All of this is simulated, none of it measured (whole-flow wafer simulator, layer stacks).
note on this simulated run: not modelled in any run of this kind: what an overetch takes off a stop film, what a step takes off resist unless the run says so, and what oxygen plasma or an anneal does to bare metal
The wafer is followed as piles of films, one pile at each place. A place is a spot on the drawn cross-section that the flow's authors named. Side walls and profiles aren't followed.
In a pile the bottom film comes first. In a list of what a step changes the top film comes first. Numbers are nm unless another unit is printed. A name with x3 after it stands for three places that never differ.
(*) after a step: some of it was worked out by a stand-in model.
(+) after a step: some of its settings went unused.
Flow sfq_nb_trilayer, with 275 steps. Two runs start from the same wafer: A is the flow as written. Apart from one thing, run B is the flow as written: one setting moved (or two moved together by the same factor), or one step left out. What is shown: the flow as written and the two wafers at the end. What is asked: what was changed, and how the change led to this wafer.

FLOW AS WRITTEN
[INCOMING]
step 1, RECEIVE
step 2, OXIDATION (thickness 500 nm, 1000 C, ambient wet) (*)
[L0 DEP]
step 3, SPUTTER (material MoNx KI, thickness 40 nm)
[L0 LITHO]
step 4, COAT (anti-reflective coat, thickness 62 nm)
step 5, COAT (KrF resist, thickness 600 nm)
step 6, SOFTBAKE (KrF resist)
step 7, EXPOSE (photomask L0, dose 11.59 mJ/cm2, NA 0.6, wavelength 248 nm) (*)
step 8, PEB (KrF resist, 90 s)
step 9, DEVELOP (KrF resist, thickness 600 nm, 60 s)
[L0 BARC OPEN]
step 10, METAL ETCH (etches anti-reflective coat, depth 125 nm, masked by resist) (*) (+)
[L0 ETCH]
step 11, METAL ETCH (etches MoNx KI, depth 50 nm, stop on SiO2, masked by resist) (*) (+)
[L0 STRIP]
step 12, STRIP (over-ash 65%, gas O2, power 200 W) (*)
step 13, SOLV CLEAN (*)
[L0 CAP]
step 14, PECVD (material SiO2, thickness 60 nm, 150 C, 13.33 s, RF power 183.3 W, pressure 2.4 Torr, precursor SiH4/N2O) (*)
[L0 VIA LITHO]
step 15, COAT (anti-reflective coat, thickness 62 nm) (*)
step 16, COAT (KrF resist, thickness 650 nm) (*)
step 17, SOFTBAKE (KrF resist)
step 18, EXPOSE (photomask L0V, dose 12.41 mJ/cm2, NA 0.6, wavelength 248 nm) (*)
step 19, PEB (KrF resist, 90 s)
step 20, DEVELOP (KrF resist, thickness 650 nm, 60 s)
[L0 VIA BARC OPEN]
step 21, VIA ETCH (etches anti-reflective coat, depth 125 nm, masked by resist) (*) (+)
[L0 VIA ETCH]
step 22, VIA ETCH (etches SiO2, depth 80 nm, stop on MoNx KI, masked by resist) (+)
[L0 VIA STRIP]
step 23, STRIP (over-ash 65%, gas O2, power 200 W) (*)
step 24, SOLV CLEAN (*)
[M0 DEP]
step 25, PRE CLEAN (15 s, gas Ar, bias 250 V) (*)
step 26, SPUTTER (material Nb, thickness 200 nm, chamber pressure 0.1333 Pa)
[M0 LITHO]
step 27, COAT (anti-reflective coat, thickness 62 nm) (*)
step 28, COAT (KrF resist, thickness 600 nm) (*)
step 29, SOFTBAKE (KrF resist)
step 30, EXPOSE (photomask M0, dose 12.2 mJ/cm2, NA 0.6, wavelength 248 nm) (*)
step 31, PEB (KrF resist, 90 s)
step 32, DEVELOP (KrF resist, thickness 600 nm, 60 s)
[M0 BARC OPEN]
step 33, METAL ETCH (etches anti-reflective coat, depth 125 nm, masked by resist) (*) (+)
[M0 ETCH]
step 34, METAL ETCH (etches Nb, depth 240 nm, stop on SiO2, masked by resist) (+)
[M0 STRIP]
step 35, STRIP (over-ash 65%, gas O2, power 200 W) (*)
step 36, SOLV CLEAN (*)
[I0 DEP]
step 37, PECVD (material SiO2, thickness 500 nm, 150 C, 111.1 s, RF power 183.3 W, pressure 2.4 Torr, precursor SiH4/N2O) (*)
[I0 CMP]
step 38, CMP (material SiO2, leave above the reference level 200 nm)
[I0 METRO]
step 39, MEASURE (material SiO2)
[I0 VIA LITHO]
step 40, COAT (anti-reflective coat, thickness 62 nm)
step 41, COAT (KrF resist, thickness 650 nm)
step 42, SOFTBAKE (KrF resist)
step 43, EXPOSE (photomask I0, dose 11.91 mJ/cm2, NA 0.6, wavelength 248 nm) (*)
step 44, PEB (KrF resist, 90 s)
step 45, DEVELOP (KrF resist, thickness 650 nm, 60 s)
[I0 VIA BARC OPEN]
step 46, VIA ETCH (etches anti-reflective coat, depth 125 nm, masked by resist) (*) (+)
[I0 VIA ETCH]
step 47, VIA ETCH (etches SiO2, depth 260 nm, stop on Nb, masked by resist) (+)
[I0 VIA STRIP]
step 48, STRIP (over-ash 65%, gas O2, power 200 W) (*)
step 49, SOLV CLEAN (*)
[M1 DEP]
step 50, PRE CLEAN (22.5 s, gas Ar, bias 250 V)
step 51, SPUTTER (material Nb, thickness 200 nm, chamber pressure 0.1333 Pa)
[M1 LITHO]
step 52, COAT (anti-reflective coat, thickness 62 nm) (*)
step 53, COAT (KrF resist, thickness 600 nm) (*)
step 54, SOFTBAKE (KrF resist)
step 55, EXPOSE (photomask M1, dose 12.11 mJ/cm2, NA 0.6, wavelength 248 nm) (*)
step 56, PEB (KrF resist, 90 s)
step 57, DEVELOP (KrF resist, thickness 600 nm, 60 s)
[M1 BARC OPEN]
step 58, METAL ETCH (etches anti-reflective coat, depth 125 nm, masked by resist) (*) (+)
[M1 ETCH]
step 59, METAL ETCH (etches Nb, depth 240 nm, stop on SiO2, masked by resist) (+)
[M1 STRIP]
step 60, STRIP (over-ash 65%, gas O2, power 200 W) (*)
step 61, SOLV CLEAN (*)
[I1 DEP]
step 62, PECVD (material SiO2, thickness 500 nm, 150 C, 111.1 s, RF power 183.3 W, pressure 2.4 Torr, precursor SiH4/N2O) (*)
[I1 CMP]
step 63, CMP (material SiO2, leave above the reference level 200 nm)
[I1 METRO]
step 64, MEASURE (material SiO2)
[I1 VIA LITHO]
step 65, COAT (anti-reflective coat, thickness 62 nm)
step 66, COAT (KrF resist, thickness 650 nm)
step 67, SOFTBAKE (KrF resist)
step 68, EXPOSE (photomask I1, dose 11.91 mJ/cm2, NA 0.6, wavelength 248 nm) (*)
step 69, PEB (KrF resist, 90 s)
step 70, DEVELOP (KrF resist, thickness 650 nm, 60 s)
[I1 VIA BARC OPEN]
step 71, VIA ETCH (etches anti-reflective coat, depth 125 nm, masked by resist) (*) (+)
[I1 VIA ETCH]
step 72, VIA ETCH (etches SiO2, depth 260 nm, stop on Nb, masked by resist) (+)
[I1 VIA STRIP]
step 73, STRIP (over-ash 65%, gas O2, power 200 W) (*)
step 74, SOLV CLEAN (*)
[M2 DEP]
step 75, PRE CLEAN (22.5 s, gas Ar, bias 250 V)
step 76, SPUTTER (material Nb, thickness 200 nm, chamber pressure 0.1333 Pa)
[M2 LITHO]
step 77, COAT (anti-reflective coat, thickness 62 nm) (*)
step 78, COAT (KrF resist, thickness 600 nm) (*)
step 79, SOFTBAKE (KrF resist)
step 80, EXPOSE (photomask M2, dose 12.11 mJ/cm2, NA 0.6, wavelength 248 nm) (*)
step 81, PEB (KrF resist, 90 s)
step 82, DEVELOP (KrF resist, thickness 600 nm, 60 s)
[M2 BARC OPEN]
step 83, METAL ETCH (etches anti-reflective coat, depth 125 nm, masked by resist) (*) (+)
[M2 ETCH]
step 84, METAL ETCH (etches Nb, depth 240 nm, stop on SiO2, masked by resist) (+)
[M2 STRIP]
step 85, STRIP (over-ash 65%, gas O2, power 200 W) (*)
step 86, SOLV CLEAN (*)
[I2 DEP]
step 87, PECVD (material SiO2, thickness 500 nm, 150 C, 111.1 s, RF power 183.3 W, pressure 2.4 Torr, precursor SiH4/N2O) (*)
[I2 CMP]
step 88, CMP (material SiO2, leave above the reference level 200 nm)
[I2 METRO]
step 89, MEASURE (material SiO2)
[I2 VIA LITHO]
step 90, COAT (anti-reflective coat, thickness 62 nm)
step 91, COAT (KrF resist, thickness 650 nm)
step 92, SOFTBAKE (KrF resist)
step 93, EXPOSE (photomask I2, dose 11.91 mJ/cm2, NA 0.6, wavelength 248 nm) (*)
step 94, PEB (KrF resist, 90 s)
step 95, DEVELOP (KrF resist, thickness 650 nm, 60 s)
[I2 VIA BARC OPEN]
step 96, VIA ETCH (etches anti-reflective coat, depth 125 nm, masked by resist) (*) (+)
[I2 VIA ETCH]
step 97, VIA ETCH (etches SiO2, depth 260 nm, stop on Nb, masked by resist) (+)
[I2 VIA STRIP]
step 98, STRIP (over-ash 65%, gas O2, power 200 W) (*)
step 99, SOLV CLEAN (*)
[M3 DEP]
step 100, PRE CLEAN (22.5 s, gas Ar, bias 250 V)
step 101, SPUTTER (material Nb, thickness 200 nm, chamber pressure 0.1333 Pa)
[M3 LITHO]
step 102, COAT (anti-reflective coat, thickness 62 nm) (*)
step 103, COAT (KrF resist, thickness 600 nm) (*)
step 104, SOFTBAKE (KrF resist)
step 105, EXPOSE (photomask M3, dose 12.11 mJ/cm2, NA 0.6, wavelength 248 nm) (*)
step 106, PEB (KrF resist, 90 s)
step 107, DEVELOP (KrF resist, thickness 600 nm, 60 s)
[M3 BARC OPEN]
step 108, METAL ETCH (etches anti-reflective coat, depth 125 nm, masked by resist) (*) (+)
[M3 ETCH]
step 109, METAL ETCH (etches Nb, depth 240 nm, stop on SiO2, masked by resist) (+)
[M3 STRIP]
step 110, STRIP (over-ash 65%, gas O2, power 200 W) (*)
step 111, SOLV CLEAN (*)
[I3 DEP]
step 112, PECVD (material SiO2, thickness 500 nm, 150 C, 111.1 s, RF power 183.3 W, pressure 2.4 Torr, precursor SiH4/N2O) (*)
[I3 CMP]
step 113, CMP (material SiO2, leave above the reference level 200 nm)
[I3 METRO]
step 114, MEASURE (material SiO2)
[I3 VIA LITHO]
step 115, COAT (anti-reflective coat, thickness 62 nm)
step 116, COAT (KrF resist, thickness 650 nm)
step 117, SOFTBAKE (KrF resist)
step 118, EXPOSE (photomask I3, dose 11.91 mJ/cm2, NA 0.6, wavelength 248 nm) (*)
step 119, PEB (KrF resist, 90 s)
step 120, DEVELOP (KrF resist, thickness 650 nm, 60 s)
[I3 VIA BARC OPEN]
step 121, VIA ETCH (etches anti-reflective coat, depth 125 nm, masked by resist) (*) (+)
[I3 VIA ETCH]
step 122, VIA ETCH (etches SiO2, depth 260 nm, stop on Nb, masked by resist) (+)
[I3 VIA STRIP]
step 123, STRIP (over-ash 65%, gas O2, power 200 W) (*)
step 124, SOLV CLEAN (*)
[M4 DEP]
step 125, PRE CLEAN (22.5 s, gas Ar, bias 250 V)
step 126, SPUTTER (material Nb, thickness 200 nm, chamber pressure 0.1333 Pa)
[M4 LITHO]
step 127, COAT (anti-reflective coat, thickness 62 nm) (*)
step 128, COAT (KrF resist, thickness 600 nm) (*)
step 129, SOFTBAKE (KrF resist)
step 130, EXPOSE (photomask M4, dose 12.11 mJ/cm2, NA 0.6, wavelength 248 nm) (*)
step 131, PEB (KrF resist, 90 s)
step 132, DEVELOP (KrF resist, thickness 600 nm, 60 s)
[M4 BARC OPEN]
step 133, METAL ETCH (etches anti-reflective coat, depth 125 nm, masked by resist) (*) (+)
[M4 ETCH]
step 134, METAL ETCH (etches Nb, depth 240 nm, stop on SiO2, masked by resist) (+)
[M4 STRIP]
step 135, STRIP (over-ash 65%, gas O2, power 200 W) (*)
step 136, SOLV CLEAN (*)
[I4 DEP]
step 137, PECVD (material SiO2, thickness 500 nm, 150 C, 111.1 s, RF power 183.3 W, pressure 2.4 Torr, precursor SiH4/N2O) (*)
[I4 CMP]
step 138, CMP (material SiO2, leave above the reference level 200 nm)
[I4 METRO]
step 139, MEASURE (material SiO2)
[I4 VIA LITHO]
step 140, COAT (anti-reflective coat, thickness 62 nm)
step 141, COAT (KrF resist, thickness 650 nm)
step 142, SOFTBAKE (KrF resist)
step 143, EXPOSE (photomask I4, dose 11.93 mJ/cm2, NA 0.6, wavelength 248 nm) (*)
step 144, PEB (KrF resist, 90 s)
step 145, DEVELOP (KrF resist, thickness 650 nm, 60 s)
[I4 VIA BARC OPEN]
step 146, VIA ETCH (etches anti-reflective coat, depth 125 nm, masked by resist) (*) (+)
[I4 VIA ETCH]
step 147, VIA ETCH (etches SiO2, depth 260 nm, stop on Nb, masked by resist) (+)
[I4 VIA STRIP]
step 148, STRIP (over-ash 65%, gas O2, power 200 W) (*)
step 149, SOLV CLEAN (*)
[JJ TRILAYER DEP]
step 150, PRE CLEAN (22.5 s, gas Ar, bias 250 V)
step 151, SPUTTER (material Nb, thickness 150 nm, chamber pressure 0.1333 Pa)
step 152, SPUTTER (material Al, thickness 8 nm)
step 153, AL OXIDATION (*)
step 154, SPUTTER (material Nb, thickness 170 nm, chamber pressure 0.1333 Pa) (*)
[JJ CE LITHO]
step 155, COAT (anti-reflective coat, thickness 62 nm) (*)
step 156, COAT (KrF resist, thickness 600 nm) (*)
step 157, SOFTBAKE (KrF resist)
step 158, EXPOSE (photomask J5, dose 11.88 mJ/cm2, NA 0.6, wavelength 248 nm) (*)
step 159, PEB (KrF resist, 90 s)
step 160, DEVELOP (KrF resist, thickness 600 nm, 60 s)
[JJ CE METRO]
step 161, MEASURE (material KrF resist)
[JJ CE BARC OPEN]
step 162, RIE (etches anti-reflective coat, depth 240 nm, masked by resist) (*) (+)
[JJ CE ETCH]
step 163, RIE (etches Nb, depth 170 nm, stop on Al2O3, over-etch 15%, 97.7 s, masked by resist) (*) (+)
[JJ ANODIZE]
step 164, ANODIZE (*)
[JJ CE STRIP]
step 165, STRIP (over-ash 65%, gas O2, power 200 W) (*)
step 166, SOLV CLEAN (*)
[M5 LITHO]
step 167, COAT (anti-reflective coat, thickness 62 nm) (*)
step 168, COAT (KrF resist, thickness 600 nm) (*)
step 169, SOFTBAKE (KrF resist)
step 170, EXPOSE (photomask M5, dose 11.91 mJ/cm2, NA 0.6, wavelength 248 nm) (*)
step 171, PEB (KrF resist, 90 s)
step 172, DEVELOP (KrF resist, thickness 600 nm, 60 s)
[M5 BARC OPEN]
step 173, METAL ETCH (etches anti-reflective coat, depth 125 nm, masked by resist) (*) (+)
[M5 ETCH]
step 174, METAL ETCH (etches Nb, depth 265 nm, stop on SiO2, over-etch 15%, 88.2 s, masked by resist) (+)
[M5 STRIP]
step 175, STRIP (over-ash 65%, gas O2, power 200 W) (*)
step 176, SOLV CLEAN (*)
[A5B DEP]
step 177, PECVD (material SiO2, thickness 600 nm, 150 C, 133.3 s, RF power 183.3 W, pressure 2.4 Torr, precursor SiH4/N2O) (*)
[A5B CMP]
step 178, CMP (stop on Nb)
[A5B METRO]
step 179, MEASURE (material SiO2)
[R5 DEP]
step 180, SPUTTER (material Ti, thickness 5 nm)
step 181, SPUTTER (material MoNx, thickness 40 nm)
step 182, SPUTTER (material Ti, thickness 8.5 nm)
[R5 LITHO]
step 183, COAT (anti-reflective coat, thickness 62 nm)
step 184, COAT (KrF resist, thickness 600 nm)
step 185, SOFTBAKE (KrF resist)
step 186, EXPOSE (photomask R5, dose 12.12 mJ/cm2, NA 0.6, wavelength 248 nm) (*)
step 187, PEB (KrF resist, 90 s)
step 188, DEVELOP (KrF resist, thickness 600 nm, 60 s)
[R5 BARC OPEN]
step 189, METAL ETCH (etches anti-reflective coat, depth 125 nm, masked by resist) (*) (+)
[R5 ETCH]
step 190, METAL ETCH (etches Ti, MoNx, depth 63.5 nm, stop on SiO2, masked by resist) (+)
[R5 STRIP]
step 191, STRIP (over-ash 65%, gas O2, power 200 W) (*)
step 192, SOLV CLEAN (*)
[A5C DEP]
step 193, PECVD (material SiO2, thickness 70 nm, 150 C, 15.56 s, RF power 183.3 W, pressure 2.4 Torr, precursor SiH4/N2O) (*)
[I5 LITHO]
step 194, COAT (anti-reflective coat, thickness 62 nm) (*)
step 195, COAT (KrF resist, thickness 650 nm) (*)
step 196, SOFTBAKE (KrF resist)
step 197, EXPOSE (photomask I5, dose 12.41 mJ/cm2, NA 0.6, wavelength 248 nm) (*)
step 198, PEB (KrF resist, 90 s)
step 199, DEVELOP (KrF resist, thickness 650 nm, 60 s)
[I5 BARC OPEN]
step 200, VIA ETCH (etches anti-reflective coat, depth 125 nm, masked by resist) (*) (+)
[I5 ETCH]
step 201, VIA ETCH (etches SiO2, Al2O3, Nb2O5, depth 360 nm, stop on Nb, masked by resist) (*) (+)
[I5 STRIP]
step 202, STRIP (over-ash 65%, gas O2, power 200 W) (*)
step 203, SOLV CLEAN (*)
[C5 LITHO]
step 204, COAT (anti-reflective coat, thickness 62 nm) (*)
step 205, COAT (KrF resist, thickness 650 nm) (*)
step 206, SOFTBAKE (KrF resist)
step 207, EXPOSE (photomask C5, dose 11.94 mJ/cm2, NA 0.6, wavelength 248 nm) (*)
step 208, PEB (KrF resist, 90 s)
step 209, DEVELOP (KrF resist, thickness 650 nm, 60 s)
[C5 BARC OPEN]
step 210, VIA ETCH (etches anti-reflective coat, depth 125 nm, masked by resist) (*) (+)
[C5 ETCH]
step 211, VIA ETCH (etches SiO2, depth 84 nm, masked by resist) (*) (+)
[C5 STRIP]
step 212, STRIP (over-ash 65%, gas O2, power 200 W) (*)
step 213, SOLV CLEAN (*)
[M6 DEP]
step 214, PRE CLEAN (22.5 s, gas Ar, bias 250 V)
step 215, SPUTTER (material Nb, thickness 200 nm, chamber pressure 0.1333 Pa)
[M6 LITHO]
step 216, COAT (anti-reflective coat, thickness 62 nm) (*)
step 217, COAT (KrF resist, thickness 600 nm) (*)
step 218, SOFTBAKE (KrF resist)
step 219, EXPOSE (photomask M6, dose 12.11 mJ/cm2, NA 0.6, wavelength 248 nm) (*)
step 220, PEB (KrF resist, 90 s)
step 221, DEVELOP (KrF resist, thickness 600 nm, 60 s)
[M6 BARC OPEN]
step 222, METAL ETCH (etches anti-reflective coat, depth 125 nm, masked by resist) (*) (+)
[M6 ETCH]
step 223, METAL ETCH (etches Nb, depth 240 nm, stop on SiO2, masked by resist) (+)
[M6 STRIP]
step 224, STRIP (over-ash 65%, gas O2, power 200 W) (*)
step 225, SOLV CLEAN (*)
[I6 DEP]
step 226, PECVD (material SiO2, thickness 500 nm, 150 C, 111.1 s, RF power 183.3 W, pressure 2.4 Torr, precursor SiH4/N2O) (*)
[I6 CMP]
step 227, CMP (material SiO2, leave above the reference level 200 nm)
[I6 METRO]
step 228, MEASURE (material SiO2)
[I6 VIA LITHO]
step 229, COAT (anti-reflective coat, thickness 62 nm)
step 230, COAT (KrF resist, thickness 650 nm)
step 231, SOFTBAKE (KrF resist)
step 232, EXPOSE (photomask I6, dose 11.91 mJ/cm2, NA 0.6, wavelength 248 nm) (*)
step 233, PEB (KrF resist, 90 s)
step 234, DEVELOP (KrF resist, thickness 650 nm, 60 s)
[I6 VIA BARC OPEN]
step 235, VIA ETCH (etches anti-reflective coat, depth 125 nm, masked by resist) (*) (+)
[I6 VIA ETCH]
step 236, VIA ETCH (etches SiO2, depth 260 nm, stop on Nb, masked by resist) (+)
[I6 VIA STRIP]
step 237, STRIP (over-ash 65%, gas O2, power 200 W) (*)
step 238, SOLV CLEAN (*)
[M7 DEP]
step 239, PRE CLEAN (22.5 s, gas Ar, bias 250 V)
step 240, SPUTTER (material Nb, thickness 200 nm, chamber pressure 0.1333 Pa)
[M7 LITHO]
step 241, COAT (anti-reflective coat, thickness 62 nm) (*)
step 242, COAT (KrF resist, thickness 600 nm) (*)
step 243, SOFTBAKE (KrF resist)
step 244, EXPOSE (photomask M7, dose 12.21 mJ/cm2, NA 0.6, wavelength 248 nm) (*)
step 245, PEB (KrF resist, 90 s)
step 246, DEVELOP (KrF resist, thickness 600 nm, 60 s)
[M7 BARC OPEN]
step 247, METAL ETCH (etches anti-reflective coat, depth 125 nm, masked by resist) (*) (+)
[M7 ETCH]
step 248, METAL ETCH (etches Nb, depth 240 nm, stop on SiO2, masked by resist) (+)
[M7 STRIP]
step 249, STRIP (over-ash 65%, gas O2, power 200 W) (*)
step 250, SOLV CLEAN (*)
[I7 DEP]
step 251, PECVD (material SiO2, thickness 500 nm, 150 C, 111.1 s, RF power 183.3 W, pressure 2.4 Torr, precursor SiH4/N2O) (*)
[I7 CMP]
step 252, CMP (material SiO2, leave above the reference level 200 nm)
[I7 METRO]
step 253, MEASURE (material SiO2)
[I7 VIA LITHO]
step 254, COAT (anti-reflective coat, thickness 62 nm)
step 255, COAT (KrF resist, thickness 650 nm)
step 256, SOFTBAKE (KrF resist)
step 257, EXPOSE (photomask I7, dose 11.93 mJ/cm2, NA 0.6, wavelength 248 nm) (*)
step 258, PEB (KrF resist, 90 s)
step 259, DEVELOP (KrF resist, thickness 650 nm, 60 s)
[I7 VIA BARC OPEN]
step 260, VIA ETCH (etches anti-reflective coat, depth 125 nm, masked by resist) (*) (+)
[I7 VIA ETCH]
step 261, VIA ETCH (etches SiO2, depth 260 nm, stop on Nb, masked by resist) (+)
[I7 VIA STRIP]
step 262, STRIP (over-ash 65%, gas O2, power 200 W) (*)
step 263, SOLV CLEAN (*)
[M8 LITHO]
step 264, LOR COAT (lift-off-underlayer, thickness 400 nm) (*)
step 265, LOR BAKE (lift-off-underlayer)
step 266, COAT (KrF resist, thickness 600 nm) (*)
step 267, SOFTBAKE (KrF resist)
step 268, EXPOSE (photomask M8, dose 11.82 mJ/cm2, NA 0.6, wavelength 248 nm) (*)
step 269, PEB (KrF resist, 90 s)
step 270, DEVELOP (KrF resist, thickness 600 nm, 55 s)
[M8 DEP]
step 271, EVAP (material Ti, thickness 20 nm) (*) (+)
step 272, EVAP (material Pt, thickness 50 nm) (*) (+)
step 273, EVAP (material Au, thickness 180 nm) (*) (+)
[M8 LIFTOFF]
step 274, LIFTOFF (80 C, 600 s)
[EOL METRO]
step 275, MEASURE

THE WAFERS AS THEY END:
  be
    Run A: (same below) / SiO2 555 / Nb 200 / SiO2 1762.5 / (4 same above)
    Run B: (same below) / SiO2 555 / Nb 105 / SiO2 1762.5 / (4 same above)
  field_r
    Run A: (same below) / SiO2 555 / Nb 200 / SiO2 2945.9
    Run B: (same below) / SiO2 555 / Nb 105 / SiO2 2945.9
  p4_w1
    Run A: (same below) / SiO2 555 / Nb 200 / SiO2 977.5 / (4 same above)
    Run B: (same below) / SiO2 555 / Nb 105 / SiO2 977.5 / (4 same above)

The reason: step 26, SPUTTER: thickness 105 nm was run, though the flow has thickness 200 nm.
The wafer itself shows it: be has Nb 105, and step 26 as written asks for 200 nm.

The path from the change to this, step by step:
  step 26, SPUTTER (material Nb, thickness 200 nm, chamber pressure 0.1333 Pa)
      field_l, via_wl, via_w and 100 more: A Nb gains 200 (new film) | B Nb gains 105 (new film)
      v_sur: A Nb gains 200 (new film) | B Nb gains 101.3 (new film)
      (also at 2 further places)
  step 27, COAT (anti-reflective coat, thickness 62 nm) (*)
      v_sur: A anti-reflective coat gains 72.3 (new film) | B anti-reflective coat gains 74.2 (new film)
  step 34, METAL ETCH (etches Nb, depth 240 nm, stop on SiO2, masked by resist) (+)
      field_l, v_sur, via_wl and 100 more: A KrF resist loses 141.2 | B KrF resist loses 92.6
      moat, m0r_space_l, m0r_space_r: A Nb loses 200 (all of it) | B Nb loses 105 (all of it)
  step 35, STRIP (over-ash 65%, gas O2, power 200 W) (*)
      p4_fl, p4_fm, p4_w1 and 68 more: A KrF resist loses 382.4 (all of it), anti-reflective coat loses 62 (all of it) | B KrF resist loses 430.9 (all of it), anti-reflective coat loses 62 (all of it)
      c5j, ce_r, sp_r, be_r, r_sur, res: A KrF resist loses 389 (all of it), anti-reflective coat loses 63.6 (all of it) | B KrF resist loses 437.5 (all of it), anti-reflective coat loses 63.6 (all of it)
      (also at 26 further places)
  step 37, PECVD (material SiO2, thickness 500 nm, 150 C, 111.1 s, RF power 183.3 W, pressure 2.4 Torr, precursor SiH4/N2O) (*)
      moat, m0r_space_l, m0r_space_r: A SiO2 gains 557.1 | B SiO2 gains 500
  step 38, CMP (material SiO2, leave above the reference level 200 nm)
      moat, m0r_space_l, m0r_space_r: A SiO2 loses 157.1 | B SiO2 loses 195
